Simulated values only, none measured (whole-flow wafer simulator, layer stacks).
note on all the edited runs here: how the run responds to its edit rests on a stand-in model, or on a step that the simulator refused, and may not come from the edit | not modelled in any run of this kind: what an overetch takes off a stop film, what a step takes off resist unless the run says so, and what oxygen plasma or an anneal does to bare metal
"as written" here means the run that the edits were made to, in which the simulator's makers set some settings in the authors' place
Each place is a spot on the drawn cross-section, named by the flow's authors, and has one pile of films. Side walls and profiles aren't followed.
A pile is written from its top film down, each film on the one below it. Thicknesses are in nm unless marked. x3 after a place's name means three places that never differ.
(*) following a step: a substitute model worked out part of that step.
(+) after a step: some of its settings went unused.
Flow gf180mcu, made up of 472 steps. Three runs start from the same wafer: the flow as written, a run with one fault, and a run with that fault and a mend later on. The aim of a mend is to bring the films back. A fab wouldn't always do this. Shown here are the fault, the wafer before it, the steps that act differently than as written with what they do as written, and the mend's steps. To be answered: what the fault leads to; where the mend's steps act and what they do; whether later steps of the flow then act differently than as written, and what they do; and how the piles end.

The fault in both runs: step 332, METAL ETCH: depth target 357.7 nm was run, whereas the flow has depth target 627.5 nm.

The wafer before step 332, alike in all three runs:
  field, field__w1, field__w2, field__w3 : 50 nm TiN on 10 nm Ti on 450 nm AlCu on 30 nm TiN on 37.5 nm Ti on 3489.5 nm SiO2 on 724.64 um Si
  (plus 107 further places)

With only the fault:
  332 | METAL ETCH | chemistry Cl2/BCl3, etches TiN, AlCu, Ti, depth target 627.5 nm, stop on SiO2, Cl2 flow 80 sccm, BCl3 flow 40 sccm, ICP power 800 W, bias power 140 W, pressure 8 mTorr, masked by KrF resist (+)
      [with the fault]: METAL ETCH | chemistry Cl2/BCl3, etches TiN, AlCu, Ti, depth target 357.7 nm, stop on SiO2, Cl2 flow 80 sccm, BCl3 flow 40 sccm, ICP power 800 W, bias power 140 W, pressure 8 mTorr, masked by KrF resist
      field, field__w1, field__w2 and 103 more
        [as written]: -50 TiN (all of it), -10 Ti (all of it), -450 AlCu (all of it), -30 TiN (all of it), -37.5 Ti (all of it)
        [with the fault]: -50 TiN (all of it), -10 Ti (all of it), -297.7 AlCu
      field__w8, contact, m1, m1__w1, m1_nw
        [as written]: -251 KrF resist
        [with the fault]: -143.1 KrF resist
  Later steps of the flow acting differently than as written:
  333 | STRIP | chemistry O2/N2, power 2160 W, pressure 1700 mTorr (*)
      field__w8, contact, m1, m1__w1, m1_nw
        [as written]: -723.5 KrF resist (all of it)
        [with the fault]: -831.4 KrF resist (all of it)
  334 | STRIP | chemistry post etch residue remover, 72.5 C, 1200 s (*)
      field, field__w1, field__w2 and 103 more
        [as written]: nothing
        [with the fault]: -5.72 AlCu
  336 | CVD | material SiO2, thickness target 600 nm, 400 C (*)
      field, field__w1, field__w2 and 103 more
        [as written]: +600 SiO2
        [with the fault]: +600 SiO2 (new film)
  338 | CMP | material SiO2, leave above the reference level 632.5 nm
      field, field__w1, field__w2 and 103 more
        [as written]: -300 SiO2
        [with the fault]: -514.1 SiO2
  By the end, the piles at field, field__w1, field__w2 and 104 more depart from the flow's by more than 2% or 0.5 nm, whichever is larger.
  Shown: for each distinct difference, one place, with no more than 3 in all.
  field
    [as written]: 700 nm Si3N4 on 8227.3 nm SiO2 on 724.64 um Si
    [with the fault]: 700 nm Si3N4 on 4523.7 nm SiO2 on 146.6 nm AlCu on 30 nm TiN on 37.5 nm Ti on 3489.5 nm SiO2 on 724.64 um Si
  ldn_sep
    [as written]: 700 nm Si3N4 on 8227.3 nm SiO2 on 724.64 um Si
    [with the fault]: 700 nm Si3N4 on 4523.7 nm SiO2 on 146.6 nm AlCu on 30 nm TiN on 37.5 nm Ti on 3489.4 nm SiO2 on 724.64 um Si
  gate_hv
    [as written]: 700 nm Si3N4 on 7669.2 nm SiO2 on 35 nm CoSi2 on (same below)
    [with the fault]: 700 nm Si3N4 on 4523.7 nm SiO2 on 146.6 nm AlCu on 30 nm TiN on 37.5 nm Ti on 2931.3 nm SiO2 on 35 nm CoSi2 on (same below)

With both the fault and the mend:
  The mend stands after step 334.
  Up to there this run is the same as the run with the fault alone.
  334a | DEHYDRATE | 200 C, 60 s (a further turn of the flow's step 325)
      alters no film at any place that is followed
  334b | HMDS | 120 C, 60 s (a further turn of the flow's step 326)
      alters no film at any place that is followed
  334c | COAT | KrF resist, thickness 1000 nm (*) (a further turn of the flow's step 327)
      iso_ptap_pw, iso_ntap_nw, iso_nw_fld and 33 more
        +1000 KrF resist (new film)
      field__w5, field__w9, field_sub and 12 more
        +1002.4 KrF resist (new film)
      field_sub__w2, field_sub__w4, gate and 11 more
        +1002.3 KrF resist (new film)
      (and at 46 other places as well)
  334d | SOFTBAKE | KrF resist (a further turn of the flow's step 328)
      alters no film at any place that is followed
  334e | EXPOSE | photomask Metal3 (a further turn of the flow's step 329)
      alters no film at any place that is followed
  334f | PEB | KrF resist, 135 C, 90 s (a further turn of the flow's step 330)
      field__w1, field__w2, field__w3 and 58 more
        -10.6 KrF resist
      iso_ptap_pw, iso_ntap_nw, iso_nw_fld and 33 more
        -10.5 KrF resist
      sd_p, gate_p, nw_sep_fld, polyc_n
        -10.7 KrF resist
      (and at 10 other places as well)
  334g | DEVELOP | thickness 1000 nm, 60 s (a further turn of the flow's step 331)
      iso_ptap_pw, iso_ntap_nw, iso_nw_fld and 33 more
        -989.5 KrF resist (all of it)
      field_sub__w2, field_sub__w4, active and 12 more
        -991.7 KrF resist (all of it)
      field__w5, field__w9, field_sub__w1 and 6 more
        -991.8 KrF resist (all of it)
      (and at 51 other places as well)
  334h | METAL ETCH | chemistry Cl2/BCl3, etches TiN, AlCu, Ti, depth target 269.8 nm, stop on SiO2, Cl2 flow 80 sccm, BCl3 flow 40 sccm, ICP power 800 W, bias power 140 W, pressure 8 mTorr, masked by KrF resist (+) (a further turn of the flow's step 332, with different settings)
      field, field__w1, field__w2 and 103 more
        -146.6 AlCu (all of it), -30 TiN (all of it), -37.5 Ti (all of it)
      field__w8, contact, m1, m1__w1, m1_nw
        -107.9 KrF resist
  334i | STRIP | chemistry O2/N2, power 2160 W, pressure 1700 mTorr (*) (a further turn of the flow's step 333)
      field__w8
        -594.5 KrF resist (all of it)
      contact
        -592.6 KrF resist (all of it)
      m1
        -594.6 KrF resist (all of it)
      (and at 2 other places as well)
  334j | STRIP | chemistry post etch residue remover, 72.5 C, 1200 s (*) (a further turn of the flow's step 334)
      field__w8, contact, m1, m1__w1, m1_nw
        -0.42 TiN
  Every later step of the flow that is run acts as written, at every place that is followed, to within 2% or 0.5 nm, whichever is larger.
  At the end the piles are close to the flow's at the places that both follow, differing by at most 2% or 0.5 nm, whichever is larger.
